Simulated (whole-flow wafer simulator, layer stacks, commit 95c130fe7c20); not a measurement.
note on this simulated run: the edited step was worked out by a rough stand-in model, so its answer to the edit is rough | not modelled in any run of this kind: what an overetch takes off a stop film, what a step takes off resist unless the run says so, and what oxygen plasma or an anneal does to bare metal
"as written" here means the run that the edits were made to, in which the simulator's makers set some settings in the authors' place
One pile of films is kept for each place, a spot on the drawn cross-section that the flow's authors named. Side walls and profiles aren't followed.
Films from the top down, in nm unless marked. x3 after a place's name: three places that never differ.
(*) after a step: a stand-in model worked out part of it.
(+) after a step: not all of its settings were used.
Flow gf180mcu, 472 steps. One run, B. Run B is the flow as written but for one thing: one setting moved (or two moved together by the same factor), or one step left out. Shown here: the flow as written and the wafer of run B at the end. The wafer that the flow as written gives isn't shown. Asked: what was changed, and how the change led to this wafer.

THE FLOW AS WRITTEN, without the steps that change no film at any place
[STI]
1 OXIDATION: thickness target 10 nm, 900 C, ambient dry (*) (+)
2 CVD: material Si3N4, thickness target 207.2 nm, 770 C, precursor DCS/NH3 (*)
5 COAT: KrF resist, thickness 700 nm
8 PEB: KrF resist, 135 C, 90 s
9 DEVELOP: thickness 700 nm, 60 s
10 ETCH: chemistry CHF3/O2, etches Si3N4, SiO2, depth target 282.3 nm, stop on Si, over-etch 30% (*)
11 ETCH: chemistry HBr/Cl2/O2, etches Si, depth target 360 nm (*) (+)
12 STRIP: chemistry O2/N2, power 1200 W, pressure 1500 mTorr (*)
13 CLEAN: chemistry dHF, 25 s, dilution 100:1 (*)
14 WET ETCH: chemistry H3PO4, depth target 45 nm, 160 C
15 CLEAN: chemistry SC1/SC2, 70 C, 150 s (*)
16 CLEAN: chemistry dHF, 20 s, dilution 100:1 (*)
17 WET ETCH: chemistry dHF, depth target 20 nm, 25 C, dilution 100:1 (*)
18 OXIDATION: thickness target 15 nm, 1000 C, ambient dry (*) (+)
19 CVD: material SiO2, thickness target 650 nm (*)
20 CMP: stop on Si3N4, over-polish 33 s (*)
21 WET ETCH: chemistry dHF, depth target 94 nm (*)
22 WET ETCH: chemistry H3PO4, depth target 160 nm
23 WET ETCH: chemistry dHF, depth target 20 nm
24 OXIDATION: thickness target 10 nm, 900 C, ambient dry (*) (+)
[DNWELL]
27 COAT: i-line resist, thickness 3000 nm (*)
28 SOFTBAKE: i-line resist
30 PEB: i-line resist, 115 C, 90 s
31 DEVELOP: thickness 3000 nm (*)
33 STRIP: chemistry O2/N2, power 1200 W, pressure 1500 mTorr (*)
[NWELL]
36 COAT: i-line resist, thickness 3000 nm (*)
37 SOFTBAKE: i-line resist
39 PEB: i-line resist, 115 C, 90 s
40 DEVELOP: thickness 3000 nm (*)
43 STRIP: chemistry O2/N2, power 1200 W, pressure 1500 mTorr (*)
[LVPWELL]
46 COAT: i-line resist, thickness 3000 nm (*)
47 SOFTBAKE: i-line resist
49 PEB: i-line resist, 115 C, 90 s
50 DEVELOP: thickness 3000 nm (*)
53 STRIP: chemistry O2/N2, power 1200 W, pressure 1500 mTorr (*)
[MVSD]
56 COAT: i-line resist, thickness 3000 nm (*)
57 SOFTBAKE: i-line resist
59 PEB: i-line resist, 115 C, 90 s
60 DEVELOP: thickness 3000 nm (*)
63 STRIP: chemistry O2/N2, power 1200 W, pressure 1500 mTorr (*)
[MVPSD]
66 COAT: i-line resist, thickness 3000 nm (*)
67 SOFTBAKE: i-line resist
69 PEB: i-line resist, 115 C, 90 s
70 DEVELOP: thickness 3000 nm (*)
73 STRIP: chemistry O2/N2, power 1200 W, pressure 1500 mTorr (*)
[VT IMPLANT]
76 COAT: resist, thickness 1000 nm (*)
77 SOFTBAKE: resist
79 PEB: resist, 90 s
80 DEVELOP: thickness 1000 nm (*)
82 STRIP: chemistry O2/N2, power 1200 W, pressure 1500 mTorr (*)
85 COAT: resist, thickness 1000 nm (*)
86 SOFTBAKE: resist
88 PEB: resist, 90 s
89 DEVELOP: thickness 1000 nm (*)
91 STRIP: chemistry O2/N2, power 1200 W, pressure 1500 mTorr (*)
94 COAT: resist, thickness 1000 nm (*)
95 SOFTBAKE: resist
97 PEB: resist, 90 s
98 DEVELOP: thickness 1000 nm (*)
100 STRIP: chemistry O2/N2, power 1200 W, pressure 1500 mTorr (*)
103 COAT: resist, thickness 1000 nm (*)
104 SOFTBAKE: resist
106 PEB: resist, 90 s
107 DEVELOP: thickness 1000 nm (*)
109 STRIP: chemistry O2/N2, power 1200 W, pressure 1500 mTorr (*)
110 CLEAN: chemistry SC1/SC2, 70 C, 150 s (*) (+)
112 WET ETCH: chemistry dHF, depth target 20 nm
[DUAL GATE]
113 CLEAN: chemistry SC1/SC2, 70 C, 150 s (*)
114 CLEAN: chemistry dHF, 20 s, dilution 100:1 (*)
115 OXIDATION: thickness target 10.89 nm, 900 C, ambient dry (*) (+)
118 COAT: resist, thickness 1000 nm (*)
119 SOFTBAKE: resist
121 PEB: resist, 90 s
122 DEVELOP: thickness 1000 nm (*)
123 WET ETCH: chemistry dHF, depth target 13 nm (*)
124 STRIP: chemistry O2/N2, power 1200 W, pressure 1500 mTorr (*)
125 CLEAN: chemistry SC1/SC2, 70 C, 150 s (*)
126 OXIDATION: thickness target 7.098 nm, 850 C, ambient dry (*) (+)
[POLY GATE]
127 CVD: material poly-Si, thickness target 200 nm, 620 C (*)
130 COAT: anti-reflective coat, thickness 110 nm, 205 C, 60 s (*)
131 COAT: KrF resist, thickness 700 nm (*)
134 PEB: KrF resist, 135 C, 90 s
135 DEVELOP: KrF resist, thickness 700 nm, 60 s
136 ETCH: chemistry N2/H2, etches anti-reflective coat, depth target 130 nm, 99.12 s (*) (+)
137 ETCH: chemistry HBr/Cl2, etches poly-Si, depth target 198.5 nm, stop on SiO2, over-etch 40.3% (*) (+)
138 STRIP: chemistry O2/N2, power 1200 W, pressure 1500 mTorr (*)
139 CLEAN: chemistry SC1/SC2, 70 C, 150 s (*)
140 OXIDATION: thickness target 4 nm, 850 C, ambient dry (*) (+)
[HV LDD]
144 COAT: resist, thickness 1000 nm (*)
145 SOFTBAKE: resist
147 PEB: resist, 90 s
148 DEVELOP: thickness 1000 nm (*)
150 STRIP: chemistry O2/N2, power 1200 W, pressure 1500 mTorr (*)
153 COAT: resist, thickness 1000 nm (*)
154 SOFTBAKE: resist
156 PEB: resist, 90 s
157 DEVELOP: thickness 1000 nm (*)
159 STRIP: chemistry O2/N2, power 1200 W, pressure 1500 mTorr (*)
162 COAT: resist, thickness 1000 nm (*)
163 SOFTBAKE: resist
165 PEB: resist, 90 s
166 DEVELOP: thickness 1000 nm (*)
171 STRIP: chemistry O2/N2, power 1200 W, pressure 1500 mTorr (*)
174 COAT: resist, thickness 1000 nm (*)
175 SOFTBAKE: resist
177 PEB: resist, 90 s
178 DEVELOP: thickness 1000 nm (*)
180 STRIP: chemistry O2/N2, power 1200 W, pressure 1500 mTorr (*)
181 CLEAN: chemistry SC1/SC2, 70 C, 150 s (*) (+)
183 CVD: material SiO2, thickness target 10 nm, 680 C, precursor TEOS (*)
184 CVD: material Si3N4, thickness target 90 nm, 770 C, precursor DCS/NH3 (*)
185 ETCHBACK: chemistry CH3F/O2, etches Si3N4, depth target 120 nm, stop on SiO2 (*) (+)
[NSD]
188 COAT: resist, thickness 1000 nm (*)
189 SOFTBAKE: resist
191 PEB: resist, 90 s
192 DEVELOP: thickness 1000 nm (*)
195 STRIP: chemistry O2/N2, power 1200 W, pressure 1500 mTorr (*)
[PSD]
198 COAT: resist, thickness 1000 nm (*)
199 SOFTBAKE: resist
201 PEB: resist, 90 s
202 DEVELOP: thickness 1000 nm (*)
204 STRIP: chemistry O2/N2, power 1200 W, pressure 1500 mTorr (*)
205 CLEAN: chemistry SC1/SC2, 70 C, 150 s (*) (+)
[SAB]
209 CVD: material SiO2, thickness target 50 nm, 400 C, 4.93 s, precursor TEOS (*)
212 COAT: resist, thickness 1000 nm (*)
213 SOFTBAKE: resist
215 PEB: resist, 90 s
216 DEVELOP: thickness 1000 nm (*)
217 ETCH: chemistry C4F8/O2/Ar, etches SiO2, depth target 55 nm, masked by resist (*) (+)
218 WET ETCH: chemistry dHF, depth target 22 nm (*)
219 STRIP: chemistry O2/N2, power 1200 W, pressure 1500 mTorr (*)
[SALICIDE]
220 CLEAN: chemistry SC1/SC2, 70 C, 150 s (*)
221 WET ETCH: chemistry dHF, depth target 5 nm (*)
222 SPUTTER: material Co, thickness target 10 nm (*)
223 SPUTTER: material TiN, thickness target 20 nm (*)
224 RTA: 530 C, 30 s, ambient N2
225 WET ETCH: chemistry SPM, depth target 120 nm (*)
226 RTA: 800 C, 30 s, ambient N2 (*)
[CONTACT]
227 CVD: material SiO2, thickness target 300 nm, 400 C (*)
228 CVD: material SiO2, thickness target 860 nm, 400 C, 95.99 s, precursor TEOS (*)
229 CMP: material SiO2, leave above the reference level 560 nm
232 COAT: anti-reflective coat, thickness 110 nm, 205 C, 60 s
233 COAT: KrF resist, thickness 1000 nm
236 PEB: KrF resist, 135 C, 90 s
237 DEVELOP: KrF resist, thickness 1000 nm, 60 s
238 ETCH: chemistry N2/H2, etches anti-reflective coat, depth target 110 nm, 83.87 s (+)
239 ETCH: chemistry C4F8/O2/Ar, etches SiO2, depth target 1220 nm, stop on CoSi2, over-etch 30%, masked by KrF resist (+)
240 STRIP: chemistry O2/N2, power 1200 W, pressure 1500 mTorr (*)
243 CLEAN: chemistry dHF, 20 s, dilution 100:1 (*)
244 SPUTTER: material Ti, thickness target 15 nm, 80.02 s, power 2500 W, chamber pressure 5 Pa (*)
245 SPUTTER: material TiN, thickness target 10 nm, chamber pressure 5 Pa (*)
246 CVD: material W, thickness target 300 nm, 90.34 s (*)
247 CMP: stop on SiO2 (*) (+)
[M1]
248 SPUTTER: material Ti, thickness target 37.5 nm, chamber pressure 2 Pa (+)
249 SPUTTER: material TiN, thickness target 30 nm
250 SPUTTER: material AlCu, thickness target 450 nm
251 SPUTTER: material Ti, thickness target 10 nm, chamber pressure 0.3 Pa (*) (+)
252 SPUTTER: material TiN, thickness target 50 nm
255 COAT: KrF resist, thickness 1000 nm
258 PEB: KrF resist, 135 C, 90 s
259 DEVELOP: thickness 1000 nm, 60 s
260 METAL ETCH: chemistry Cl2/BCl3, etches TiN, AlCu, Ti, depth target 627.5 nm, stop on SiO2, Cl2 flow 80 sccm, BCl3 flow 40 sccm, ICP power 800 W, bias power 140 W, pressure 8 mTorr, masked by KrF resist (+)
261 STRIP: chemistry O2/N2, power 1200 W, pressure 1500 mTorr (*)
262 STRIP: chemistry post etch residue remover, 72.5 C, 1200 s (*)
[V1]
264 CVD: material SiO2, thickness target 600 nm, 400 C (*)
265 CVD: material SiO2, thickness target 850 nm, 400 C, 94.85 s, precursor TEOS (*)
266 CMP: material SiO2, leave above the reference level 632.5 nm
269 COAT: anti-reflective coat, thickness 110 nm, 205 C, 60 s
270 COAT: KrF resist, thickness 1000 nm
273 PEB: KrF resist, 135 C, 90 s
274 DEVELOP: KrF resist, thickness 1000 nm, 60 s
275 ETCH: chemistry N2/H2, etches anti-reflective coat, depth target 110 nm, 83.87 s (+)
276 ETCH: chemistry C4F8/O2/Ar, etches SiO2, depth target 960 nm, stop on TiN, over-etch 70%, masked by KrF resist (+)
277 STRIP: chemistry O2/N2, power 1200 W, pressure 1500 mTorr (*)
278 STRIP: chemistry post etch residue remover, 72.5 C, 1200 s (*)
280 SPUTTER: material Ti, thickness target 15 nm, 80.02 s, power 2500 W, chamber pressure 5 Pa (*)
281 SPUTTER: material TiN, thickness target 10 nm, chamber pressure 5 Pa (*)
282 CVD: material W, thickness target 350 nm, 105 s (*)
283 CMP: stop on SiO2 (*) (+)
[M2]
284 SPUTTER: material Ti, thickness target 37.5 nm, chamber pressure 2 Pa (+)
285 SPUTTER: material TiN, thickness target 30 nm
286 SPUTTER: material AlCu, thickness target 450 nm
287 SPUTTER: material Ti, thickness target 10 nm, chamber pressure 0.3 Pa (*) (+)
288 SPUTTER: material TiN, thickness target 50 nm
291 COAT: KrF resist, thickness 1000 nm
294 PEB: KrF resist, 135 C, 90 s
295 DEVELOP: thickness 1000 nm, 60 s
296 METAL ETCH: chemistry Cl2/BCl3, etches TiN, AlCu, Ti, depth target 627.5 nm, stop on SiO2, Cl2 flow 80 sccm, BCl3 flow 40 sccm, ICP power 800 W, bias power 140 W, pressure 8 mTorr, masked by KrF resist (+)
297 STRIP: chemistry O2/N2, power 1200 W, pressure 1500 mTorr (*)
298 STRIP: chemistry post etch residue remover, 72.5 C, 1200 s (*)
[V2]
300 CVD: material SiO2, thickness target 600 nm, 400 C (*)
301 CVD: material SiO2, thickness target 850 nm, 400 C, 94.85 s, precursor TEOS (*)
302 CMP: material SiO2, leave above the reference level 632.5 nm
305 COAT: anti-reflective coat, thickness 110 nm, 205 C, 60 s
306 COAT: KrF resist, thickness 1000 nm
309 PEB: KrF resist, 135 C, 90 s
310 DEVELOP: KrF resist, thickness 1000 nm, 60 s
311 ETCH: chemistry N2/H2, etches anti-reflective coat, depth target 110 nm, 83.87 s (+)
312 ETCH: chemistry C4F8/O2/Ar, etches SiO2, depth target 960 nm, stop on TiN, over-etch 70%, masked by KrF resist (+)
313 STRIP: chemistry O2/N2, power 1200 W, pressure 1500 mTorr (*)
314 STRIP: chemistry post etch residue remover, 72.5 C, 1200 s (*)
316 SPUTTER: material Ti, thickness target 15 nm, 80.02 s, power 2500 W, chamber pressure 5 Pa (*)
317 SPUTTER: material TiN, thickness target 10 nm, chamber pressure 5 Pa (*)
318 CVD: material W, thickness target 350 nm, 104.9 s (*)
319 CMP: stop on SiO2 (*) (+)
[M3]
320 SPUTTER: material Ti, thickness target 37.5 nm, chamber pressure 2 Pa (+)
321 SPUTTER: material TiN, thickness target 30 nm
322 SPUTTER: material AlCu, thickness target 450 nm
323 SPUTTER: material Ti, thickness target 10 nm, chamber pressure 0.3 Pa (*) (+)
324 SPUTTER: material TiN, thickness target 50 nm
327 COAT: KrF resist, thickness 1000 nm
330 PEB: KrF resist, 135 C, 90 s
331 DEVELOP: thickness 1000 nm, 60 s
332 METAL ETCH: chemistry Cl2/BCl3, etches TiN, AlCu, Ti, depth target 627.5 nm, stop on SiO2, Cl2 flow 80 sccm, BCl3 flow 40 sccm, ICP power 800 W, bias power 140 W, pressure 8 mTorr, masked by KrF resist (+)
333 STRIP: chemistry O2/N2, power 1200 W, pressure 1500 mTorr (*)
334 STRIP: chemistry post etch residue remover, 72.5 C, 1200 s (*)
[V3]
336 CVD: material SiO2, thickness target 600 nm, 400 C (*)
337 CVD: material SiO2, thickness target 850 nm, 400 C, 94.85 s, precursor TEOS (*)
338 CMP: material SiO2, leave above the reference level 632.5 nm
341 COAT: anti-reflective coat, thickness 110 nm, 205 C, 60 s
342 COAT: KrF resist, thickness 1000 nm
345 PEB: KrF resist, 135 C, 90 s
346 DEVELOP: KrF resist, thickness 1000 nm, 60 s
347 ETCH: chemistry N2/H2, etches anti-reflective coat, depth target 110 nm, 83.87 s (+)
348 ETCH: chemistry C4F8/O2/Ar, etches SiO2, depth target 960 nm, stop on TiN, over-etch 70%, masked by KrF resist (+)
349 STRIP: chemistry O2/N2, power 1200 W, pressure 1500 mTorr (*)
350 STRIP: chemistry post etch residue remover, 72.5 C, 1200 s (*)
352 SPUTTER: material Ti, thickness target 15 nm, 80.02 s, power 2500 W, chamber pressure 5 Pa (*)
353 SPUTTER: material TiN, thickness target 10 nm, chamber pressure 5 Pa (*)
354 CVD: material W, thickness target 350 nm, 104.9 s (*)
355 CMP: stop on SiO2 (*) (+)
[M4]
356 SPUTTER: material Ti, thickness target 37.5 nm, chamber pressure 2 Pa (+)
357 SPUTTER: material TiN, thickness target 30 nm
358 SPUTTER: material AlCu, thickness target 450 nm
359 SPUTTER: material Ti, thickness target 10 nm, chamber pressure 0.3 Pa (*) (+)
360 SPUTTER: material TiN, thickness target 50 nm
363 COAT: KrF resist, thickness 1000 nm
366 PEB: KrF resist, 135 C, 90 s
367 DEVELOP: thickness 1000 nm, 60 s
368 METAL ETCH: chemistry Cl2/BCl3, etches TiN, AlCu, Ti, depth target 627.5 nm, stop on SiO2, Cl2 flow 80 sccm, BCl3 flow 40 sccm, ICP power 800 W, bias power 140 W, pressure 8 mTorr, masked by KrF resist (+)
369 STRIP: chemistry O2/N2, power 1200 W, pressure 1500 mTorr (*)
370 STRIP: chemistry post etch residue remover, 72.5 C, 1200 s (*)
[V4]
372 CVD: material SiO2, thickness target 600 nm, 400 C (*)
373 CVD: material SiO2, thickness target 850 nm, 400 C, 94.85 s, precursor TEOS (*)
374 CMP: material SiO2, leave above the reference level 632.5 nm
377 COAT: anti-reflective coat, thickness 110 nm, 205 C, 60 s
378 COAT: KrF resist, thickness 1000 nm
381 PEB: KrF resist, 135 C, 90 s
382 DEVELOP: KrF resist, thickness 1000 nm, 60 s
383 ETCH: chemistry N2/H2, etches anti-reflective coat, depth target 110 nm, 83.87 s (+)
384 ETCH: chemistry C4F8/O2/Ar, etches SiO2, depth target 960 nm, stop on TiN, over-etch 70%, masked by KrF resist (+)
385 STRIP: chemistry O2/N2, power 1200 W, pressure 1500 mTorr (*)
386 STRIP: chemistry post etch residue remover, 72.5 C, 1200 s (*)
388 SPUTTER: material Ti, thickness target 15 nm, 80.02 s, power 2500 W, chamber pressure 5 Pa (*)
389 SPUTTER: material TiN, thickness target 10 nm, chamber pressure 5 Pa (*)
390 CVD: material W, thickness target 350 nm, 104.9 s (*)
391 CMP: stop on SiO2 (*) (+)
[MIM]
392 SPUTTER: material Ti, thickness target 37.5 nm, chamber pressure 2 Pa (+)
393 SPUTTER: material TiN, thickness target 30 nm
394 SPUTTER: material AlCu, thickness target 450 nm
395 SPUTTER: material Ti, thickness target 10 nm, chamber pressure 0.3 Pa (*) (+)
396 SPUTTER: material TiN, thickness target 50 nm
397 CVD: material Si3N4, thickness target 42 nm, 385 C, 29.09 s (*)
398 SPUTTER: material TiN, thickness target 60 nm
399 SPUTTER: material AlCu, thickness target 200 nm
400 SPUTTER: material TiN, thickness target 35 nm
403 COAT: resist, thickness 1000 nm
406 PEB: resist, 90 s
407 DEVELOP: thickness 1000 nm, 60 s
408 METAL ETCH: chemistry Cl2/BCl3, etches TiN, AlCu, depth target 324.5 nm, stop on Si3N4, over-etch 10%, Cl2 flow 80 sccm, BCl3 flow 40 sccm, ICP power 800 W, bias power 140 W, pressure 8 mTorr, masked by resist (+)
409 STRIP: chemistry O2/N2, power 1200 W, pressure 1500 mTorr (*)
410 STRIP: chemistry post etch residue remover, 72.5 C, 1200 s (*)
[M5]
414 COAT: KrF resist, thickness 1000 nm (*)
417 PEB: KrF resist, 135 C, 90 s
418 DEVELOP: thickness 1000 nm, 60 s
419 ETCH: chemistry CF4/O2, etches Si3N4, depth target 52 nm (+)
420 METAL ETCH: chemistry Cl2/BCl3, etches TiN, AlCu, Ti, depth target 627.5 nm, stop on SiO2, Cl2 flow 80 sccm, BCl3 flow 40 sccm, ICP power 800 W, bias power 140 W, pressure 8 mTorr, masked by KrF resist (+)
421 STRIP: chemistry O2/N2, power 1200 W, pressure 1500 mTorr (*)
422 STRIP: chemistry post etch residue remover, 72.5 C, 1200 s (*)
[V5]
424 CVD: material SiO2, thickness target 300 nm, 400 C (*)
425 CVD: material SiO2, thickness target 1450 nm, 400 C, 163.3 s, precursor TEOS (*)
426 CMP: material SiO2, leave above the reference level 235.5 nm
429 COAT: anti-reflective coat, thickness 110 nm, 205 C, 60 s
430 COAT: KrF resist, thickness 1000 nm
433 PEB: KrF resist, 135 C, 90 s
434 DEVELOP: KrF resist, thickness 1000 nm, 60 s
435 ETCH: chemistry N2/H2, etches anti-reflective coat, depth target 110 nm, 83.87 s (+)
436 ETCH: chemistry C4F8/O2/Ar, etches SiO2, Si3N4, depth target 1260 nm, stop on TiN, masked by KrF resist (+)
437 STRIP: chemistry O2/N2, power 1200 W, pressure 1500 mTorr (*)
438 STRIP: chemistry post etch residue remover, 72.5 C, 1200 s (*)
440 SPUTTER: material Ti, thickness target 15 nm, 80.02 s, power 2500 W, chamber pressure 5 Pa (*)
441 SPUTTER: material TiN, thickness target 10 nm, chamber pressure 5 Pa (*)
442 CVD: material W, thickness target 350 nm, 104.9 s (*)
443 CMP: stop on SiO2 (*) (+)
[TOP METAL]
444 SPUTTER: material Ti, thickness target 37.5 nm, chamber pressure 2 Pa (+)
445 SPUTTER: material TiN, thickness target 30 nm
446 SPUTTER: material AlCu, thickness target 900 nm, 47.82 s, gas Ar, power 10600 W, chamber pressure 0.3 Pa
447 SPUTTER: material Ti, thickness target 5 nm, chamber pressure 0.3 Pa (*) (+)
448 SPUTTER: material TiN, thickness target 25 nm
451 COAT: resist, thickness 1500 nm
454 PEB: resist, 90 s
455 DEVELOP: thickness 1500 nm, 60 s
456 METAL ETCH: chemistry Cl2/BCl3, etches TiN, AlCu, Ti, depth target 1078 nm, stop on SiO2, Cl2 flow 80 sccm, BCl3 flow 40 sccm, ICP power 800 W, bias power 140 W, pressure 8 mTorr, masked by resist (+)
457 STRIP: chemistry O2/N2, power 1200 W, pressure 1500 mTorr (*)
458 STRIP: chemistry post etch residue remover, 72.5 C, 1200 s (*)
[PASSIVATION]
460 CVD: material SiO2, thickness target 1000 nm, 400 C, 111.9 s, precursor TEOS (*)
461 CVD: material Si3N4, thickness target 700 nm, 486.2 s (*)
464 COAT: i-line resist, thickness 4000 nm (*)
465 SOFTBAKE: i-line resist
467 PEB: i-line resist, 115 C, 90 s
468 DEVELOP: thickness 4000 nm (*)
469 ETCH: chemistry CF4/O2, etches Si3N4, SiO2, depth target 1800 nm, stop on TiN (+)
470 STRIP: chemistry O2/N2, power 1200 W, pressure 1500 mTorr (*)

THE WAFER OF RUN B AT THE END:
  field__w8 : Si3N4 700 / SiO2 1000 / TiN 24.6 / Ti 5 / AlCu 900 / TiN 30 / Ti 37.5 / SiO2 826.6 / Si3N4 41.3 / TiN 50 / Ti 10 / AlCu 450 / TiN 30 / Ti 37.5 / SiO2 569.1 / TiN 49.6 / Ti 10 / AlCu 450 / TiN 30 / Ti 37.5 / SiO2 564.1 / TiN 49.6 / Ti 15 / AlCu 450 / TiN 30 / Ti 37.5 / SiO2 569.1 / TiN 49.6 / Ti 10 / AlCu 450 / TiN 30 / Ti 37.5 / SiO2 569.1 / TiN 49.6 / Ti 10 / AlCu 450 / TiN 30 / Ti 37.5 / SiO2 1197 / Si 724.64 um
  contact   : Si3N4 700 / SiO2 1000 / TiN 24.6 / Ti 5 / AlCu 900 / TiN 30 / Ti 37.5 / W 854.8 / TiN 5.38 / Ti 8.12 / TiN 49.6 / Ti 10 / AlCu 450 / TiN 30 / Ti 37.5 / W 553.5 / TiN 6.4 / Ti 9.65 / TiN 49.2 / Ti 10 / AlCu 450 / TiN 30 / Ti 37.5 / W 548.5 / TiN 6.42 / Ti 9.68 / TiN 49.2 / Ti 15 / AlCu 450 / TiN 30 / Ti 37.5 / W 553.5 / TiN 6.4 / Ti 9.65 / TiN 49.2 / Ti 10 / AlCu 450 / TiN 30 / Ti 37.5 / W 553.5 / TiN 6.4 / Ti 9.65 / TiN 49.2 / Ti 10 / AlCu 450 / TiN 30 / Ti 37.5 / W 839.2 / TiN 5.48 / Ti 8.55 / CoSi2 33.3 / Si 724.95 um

The cause: step 323, SPUTTER: thickness target 15 nm was run, where the flow has thickness target 10 nm.
It can be read off the wafer: field__w8 has Ti 15, and step 323 as written asks for 10 nm.

How the change led to this, step by step:
  323 SPUTTER: material Ti, thickness target 10 nm, chamber pressure 0.3 Pa (*) (+)
      field, field__w1, field__w2 and 108 more: Ti +15 (new film) (as written it would be: Ti +10 (new film))
  332 METAL ETCH: chemistry Cl2/BCl3, etches TiN, AlCu, Ti, depth target 627.5 nm, stop on SiO2, Cl2 flow 80 sccm, BCl3 flow 40 sccm, ICP power 800 W, bias power 140 W, pressure 8 mTorr, masked by KrF resist (+)
      field, field__w1, field__w2 and 103 more: TiN -50 (all of it), Ti -15 (all of it), AlCu -450 (all of it), TiN -30 (all of it), Ti -37.5 (all of it) (as written it would be: TiN -50 (all of it), Ti -10 (all of it), AlCu -450 (all of it), TiN -30 (all of it), Ti -37.5 (all of it))
